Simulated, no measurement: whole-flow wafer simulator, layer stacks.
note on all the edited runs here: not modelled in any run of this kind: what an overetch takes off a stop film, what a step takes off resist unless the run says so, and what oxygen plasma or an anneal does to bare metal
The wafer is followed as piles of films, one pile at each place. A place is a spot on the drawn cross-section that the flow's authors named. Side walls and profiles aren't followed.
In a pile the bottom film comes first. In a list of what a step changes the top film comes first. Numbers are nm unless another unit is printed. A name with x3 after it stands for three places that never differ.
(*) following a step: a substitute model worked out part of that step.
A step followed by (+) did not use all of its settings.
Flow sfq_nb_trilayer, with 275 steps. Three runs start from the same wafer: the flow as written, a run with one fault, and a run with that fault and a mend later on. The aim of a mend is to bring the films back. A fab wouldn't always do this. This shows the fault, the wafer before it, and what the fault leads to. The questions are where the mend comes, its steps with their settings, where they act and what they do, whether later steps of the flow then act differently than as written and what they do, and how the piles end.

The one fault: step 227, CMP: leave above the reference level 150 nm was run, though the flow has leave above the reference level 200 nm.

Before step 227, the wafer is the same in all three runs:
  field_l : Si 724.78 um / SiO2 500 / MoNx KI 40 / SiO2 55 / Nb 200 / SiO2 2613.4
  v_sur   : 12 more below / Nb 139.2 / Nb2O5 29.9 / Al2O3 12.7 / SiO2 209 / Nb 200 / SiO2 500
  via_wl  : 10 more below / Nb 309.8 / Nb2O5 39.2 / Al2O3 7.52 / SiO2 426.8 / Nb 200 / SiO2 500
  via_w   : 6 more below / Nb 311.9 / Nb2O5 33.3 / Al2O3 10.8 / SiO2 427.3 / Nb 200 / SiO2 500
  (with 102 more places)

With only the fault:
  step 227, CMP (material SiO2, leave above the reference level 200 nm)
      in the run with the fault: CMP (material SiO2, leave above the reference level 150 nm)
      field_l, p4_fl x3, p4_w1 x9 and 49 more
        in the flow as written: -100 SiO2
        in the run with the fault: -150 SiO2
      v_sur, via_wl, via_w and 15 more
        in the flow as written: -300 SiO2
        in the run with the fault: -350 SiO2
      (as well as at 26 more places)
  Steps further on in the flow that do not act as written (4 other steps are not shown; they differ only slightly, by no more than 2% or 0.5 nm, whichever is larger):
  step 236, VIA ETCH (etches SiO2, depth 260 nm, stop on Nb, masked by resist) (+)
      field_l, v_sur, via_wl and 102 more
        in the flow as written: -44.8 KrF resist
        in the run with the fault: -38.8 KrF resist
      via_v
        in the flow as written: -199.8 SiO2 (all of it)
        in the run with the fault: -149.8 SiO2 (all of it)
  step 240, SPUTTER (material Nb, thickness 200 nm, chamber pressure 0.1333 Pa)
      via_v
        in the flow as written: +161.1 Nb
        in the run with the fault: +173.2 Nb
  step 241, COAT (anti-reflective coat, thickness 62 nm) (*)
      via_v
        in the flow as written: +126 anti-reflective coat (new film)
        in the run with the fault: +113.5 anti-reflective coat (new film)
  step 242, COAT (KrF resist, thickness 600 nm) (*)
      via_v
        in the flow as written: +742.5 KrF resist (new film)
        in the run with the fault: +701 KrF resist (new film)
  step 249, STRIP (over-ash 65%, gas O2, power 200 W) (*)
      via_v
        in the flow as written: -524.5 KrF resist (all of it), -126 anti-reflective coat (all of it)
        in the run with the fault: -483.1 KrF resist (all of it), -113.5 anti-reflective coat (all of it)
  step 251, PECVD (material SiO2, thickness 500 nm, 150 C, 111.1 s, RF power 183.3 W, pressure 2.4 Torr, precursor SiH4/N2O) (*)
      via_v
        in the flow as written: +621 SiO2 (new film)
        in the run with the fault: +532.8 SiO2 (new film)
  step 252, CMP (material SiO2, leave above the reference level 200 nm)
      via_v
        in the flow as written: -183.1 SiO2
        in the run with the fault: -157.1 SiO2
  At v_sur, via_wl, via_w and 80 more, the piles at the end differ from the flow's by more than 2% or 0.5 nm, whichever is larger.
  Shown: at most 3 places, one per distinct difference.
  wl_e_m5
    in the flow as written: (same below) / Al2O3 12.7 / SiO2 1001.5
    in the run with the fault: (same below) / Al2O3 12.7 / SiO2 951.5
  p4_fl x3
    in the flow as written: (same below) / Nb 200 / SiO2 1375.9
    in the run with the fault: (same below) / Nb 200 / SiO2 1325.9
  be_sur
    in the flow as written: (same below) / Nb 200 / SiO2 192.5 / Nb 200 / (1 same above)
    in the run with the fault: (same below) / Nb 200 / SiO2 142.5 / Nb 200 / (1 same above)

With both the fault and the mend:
  After step 228 comes the mend.
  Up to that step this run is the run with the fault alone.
  step 228a, PECVD (material SiO2, thickness 50 nm, 150 C, 11.11 s, RF power 183.3 W, pressure 2.4 Torr, precursor SiH4/N2O) (a further turn of the flow's step 226, with different settings)
      field_l, v_sur, via_wl and 103 more
        +50 SiO2
  None of the later steps of the flow differs from how it acts as written, at any place that is followed, by more than 2% or 0.5 nm, whichever is larger.
  At every place that both follow, the piles at the end match the flow's.
